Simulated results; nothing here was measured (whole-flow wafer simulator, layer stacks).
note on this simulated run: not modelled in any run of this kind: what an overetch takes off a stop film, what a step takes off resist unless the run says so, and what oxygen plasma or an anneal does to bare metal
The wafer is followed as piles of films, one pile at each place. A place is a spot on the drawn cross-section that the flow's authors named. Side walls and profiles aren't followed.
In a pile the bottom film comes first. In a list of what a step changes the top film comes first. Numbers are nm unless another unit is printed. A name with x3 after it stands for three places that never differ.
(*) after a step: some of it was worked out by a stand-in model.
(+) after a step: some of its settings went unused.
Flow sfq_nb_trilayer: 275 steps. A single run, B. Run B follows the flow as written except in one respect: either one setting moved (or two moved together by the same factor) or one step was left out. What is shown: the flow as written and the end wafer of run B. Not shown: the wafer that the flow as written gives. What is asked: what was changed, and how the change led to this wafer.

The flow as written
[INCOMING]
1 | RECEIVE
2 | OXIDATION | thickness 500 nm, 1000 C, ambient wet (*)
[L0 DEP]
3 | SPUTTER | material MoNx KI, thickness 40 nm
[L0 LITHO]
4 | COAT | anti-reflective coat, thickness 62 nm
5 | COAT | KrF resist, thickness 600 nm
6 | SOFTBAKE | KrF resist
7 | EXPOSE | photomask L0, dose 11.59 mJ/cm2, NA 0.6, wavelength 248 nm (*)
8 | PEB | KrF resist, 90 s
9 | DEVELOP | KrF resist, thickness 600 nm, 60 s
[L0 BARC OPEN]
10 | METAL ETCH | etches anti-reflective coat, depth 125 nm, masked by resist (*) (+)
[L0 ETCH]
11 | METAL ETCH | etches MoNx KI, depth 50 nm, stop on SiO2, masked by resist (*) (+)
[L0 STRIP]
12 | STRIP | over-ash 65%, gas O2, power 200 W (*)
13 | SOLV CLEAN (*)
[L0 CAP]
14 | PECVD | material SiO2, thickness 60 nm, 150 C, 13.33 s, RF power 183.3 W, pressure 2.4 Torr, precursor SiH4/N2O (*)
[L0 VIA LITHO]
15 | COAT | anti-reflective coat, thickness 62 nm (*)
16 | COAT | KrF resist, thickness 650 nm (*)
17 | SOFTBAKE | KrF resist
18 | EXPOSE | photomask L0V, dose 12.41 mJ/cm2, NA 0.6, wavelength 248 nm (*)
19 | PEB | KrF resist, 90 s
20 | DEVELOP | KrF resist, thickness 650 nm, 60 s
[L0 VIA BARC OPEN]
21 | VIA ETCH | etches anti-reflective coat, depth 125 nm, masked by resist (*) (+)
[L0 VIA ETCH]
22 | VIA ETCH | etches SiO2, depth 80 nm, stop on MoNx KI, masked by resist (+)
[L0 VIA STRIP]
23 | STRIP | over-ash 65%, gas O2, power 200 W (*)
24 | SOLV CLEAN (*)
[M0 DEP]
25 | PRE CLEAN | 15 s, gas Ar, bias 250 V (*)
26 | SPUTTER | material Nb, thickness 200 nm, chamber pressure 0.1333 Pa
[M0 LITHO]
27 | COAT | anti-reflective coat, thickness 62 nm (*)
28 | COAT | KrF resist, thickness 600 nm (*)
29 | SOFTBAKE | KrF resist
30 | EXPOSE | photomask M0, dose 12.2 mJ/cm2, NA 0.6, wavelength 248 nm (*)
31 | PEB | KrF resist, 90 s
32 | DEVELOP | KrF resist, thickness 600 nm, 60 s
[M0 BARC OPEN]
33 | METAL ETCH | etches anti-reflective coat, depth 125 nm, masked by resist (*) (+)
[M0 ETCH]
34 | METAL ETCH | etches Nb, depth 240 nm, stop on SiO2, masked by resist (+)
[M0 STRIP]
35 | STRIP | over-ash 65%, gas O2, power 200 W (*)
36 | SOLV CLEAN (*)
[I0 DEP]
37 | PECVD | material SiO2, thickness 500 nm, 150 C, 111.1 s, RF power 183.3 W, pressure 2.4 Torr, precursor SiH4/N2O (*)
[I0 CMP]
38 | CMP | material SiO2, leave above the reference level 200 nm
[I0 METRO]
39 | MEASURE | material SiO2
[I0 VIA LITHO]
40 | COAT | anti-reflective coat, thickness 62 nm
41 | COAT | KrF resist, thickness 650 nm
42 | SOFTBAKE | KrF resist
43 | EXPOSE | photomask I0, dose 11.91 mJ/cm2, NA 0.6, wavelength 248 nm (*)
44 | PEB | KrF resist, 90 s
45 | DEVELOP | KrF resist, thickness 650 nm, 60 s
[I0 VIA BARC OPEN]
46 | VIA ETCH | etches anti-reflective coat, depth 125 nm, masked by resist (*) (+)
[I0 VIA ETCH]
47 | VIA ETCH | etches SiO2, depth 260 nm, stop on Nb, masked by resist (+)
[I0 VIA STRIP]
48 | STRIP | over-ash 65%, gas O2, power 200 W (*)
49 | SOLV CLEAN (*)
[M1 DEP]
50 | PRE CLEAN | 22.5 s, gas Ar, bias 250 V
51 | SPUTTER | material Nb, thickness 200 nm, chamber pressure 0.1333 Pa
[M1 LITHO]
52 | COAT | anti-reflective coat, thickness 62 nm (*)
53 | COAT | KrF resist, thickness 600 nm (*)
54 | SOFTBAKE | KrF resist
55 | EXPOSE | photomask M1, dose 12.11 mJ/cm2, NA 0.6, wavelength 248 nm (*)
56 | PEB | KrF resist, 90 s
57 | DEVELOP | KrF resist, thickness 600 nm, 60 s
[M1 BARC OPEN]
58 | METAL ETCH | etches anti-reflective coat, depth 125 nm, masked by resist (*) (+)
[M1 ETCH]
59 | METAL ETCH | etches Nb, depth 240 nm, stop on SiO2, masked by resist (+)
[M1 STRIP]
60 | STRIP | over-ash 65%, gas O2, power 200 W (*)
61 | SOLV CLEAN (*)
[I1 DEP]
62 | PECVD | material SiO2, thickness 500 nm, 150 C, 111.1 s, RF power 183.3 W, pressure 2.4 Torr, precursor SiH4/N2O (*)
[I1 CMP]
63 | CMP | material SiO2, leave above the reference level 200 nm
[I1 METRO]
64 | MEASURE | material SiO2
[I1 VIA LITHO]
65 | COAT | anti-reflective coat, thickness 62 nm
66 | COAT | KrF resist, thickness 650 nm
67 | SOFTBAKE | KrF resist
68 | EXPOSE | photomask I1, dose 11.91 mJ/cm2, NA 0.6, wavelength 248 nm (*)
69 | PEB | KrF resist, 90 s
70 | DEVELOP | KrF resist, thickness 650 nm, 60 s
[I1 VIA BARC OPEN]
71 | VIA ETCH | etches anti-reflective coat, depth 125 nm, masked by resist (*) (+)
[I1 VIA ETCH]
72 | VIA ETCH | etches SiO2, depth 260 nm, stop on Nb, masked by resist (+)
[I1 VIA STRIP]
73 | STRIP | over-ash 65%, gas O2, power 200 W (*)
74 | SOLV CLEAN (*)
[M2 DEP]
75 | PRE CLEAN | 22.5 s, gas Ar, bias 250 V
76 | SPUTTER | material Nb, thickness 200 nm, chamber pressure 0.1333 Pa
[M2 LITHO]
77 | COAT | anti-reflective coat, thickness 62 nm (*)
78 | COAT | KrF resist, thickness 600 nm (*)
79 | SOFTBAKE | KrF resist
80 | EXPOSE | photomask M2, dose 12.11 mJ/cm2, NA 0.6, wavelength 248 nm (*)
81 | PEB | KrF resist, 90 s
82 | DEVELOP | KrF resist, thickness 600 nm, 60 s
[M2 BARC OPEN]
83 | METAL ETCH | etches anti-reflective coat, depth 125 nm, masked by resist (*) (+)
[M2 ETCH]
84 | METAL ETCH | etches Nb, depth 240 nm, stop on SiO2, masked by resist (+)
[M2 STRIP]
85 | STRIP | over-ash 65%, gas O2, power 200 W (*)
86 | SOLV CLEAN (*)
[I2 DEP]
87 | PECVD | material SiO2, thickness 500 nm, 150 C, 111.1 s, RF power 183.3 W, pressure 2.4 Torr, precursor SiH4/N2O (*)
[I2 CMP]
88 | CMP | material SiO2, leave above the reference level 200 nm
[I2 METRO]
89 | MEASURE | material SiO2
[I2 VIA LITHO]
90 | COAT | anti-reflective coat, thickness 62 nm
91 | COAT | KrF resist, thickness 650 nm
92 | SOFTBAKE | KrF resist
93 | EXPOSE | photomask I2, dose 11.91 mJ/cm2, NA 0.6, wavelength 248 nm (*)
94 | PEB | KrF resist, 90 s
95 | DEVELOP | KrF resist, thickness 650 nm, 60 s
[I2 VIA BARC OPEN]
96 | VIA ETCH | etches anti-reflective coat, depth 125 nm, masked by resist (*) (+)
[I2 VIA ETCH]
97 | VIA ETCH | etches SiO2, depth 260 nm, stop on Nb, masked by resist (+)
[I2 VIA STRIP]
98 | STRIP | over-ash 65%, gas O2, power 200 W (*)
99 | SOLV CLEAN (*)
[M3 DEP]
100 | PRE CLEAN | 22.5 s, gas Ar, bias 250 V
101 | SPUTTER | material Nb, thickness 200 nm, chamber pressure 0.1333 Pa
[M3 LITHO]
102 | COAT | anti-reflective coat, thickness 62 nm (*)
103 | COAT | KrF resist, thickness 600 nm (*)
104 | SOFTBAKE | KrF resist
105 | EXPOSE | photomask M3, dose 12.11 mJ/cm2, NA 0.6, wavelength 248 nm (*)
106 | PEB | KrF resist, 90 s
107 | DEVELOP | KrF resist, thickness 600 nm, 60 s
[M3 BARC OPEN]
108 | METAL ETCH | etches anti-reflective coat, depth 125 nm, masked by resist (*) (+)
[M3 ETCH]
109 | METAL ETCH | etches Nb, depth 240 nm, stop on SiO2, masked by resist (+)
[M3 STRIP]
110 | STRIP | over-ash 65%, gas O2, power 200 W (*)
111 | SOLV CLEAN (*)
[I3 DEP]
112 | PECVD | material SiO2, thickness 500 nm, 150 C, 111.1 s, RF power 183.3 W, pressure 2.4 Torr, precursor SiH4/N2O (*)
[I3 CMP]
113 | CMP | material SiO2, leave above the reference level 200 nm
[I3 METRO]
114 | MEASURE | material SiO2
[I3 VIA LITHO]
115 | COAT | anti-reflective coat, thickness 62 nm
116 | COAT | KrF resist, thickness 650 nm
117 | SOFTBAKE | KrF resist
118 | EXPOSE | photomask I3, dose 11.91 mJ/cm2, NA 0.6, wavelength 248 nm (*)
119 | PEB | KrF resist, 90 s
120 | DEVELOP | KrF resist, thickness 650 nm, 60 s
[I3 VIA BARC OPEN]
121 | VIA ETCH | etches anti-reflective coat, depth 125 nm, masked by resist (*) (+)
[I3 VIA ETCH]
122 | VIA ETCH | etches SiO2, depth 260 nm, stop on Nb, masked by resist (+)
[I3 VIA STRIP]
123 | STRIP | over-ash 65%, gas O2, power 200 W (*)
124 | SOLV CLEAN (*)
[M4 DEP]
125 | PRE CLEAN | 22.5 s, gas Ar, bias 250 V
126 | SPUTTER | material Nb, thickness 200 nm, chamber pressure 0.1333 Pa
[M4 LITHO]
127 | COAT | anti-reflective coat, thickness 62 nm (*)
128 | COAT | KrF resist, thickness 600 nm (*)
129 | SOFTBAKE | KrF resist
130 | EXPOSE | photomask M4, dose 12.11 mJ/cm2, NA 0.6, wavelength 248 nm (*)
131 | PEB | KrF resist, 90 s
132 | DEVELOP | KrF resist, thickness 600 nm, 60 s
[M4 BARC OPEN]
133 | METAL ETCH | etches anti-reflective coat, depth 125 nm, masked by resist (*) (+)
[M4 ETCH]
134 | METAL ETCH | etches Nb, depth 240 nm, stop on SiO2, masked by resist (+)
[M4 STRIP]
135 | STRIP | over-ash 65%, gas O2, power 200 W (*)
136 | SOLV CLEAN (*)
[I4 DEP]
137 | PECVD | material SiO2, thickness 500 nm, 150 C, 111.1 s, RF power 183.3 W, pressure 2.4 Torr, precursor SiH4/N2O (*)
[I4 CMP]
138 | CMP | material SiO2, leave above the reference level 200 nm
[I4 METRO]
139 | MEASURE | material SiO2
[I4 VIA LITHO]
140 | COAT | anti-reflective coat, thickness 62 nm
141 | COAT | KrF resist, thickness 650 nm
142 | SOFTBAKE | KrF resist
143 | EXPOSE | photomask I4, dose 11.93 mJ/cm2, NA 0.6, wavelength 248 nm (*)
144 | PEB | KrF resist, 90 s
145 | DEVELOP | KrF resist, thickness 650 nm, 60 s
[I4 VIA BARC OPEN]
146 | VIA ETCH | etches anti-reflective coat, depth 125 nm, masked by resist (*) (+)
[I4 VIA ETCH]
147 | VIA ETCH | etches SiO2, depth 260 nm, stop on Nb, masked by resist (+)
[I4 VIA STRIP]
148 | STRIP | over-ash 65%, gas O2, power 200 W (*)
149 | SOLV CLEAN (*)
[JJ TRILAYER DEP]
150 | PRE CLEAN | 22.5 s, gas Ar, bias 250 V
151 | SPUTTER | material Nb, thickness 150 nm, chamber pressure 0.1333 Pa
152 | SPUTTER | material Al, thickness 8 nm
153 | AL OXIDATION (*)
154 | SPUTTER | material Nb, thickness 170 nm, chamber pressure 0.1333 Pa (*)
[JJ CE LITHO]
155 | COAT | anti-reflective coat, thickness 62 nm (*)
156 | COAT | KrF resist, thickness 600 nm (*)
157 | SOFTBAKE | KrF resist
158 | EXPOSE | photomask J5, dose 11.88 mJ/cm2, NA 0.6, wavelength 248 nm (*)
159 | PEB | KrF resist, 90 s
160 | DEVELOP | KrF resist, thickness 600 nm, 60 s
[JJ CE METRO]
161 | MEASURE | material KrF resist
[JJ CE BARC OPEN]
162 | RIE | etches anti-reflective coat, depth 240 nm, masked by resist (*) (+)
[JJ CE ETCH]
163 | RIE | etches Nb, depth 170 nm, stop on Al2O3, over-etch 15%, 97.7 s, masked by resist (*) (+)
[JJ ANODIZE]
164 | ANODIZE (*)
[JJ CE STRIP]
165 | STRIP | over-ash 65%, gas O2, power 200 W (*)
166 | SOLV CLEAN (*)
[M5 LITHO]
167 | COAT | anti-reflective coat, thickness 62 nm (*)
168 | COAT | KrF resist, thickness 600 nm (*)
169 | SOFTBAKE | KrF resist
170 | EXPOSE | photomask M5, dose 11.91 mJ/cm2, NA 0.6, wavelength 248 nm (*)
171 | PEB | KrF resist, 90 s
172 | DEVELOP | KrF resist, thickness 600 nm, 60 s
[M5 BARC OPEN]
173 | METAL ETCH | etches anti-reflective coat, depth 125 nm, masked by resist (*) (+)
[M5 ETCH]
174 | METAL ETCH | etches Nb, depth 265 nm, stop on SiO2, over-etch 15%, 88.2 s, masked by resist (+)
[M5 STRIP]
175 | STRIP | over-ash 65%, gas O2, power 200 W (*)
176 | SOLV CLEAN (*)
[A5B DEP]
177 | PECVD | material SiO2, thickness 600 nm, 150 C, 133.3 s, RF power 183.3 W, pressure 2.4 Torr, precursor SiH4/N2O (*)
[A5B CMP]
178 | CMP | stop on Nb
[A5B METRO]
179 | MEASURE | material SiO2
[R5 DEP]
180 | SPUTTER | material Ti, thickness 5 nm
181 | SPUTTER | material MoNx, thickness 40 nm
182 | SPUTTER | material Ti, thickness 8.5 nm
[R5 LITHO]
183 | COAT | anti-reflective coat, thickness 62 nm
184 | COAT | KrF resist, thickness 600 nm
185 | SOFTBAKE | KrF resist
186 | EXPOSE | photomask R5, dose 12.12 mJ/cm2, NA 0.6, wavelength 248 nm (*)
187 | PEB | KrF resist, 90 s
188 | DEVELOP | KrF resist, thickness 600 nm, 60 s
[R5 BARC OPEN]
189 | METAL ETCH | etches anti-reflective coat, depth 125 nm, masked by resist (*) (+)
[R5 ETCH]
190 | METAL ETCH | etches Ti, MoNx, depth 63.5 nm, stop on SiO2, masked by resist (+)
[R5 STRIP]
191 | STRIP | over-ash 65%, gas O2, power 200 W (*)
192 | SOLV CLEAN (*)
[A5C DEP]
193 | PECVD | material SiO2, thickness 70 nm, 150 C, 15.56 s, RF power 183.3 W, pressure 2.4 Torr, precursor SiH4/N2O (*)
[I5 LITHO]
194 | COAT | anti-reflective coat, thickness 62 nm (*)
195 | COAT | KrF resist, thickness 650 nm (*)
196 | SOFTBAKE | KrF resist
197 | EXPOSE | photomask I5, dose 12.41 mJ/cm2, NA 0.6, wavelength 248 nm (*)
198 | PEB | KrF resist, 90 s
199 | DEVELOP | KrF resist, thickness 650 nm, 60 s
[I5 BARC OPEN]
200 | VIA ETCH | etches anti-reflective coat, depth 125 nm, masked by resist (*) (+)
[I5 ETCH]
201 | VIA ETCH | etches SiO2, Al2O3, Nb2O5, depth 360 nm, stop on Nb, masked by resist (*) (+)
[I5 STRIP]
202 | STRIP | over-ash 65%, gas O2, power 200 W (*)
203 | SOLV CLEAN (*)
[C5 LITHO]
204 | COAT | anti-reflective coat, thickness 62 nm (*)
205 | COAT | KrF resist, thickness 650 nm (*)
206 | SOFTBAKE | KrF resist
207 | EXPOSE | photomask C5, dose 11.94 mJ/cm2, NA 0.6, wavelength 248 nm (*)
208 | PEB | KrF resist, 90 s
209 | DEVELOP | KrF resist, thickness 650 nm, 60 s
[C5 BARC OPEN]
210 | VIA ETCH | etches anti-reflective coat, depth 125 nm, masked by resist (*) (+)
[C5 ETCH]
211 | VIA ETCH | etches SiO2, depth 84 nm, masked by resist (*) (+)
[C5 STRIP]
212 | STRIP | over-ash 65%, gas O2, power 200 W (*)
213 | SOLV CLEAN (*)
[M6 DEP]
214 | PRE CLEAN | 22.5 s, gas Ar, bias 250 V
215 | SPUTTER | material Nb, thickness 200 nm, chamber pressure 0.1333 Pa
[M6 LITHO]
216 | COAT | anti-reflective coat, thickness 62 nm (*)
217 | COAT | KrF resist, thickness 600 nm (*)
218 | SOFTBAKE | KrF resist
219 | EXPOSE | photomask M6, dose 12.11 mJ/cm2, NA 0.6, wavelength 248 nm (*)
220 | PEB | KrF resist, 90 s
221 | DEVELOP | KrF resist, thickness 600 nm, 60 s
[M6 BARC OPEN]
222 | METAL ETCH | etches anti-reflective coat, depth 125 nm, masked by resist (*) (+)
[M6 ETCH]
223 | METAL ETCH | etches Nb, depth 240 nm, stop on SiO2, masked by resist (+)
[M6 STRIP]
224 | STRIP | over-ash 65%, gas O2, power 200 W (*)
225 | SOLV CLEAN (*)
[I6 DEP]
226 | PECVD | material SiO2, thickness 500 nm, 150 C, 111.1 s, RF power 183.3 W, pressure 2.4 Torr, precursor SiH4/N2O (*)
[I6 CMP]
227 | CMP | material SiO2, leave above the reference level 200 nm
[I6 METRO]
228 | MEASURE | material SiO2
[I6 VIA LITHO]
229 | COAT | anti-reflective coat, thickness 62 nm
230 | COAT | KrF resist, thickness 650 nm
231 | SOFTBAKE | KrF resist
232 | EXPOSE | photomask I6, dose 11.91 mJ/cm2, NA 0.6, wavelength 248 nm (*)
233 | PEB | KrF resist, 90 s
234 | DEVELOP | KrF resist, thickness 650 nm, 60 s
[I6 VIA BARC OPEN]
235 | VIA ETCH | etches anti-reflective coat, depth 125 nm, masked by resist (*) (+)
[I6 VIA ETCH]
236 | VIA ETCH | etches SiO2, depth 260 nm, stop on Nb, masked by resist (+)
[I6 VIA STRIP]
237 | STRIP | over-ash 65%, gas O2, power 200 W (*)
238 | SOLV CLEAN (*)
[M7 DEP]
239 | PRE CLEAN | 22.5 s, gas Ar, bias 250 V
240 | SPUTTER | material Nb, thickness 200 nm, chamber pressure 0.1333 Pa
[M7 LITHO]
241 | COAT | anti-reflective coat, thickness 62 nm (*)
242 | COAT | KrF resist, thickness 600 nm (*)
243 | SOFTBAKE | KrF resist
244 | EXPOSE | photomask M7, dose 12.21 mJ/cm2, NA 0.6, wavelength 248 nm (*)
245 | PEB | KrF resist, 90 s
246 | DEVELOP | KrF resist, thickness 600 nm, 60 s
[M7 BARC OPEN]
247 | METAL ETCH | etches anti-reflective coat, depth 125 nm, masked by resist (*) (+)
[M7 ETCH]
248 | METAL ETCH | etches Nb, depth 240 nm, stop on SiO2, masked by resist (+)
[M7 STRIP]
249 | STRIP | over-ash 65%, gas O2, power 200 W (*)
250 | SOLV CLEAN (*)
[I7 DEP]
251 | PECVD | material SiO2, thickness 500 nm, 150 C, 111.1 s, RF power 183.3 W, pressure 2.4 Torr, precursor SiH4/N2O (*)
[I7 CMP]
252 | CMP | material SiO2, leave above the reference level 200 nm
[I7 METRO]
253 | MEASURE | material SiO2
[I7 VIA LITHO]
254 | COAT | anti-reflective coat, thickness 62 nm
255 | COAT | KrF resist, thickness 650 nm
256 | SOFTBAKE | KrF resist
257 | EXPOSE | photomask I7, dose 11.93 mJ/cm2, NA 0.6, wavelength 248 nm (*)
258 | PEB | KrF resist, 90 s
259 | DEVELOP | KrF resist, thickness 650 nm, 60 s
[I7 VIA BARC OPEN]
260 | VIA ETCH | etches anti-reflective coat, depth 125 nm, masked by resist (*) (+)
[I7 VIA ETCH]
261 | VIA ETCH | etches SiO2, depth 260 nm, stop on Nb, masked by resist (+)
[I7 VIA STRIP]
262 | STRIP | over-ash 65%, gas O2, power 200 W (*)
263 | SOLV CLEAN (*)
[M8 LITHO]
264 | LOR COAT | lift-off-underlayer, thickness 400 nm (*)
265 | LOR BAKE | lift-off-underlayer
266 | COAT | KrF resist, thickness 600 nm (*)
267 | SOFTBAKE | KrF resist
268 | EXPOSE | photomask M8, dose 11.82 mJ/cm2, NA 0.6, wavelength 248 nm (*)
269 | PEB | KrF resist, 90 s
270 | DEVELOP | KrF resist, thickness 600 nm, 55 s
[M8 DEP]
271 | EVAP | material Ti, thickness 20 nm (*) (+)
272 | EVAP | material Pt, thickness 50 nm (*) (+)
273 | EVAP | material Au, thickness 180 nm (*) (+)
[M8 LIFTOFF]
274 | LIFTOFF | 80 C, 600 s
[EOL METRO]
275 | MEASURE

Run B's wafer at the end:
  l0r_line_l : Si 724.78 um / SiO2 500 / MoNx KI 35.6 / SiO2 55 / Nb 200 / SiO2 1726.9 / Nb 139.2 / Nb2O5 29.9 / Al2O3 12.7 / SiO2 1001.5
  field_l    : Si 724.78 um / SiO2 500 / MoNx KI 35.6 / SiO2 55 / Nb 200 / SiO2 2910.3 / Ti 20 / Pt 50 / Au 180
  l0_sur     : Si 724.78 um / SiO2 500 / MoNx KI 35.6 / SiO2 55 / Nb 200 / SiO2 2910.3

Cause: step 3, SPUTTER: thickness 35.6 nm was run, though the flow has thickness 40 nm.
The wafer itself shows it: l0r_line_l has MoNx KI 35.6, and step 3 as written asks for 40 nm.

Step by step, how the change led to this:
  3 | SPUTTER | material MoNx KI, thickness 40 nm
      field_l, v_sur, via_wl and 103 more: MoNx KI gains 35.6 (new film) (it would be, as written: MoNx KI gains 40 (new film))
  11 | METAL ETCH | etches MoNx KI, depth 50 nm, stop on SiO2, masked by resist (*) (+)
      v_sur, via_wl, via_w and 97 more: MoNx KI loses 35.6 (all of it) (it would be, as written: MoNx KI loses 40 (all of it))
  15 | COAT | anti-reflective coat, thickness 62 nm (*)
      l0r_space_c: anti-reflective coat gains 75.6 (new film) (it would be, as written: anti-reflective coat gains 77.2 (new film))
  23 | STRIP | over-ash 65%, gas O2, power 200 W (*)
      l0r_space_c: KrF resist loses 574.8 (all of it), anti-reflective coat loses 75.6 (all of it) (it would be, as written: KrF resist loses 576.8 (all of it), anti-reflective coat loses 77.2 (all of it))
  27 | COAT | anti-reflective coat, thickness 62 nm (*)
      l0r_space_c: anti-reflective coat gains 76.2 (new film) (it would be, as written: anti-reflective coat gains 78 (new film))
  35 | STRIP | over-ash 65%, gas O2, power 200 W (*)
      l0r_space_c: KrF resist loses 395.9 (all of it), anti-reflective coat loses 76.2 (all of it) (it would be, as written: KrF resist loses 397.6 (all of it), anti-reflective coat loses 78 (all of it))
